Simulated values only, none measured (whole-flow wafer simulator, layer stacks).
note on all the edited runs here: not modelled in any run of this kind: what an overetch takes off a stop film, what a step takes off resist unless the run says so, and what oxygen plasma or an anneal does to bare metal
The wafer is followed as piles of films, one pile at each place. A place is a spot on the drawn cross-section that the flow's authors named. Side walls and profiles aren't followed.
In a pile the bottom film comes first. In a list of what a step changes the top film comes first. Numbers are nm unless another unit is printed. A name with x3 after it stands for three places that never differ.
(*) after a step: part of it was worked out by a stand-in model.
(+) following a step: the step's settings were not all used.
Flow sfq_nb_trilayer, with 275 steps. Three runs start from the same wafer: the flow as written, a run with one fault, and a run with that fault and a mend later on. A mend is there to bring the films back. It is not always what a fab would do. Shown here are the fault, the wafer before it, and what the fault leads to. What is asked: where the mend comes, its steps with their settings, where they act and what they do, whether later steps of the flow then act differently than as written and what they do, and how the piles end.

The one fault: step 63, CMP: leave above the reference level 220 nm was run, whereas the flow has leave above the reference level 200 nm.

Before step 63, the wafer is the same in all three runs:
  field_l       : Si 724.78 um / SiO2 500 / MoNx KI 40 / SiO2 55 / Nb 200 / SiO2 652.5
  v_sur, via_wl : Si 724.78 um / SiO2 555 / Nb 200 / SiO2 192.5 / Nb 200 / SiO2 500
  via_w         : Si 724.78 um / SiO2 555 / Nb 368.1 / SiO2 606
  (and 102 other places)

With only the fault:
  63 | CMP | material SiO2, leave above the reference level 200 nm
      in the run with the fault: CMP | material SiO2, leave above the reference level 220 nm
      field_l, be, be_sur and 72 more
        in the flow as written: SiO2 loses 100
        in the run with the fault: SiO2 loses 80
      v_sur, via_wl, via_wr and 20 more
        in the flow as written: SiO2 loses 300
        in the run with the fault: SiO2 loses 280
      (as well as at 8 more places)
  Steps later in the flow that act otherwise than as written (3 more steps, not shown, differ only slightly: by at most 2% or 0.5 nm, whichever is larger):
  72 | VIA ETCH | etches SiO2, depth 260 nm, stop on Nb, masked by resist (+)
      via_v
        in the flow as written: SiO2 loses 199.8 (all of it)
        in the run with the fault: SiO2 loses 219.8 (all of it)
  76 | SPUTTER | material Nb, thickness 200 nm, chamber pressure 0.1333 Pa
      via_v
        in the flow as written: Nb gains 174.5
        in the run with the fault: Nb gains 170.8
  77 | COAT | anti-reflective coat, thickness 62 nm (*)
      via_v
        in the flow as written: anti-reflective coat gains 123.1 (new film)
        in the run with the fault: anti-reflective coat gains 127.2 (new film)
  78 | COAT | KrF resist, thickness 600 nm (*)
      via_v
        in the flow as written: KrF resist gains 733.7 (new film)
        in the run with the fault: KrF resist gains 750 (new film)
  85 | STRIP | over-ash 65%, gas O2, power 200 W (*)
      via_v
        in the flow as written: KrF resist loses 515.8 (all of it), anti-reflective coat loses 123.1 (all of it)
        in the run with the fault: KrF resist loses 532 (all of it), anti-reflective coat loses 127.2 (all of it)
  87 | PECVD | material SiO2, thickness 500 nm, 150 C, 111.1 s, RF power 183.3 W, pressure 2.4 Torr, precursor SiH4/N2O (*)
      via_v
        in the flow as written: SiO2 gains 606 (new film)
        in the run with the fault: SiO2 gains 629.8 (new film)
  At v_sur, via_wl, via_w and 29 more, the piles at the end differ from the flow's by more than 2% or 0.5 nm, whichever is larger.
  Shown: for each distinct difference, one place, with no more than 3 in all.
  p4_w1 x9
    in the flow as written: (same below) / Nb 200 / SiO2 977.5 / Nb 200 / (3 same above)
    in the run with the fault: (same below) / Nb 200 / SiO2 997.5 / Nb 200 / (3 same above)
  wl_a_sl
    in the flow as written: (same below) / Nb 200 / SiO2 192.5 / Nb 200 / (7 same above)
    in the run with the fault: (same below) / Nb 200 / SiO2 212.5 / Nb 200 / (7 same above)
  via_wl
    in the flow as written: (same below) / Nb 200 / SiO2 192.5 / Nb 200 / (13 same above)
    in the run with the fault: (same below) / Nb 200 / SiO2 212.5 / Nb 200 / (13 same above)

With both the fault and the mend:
  The mend stands after step 70.
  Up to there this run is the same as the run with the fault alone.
  70a | STRIP | over-ash 65%, gas O2, power 200 W (*)
      field_l, v_sur, via_wl and 102 more
        KrF resist loses 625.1 (all of it), anti-reflective coat loses 62 (all of it)
      via_v
        anti-reflective coat loses 62 (all of it)
  70b | CMP | material SiO2, leave above the reference level 200 nm (a further turn of the flow's step 63)
      field_l, v_sur, via_wl and 103 more
        SiO2 loses 20
  70c | COAT | anti-reflective coat, thickness 62 nm (a further turn of the flow's step 65)
      field_l, v_sur, via_wl and 103 more
        anti-reflective coat gains 62 (new film)
  70d | COAT | KrF resist, thickness 650 nm (a further turn of the flow's step 66)
      field_l, v_sur, via_wl and 103 more
        KrF resist gains 650 (new film)
  70e | SOFTBAKE | KrF resist (a further turn of the flow's step 67)
      does not change any film at any place that is followed
  70f | EXPOSE | photomask I1, dose 11.91 mJ/cm2, NA 0.6, wavelength 248 nm (*) (a further turn of the flow's step 68)
      does not change any film at any place that is followed
  70g | PEB | KrF resist, 90 s (a further turn of the flow's step 69)
      field_l, v_sur, via_wl and 103 more
        KrF resist loses 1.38
  70h | DEVELOP | KrF resist, thickness 650 nm, 60 s (a further turn of the flow's step 70)
      field_l, v_sur, via_wl and 102 more
        KrF resist loses 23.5
      via_v
        KrF resist loses 648.6 (all of it)
  Later steps of the flow that are run all act as written at every place that is followed.
  The piles end the same as the flow's at every place that both follow.
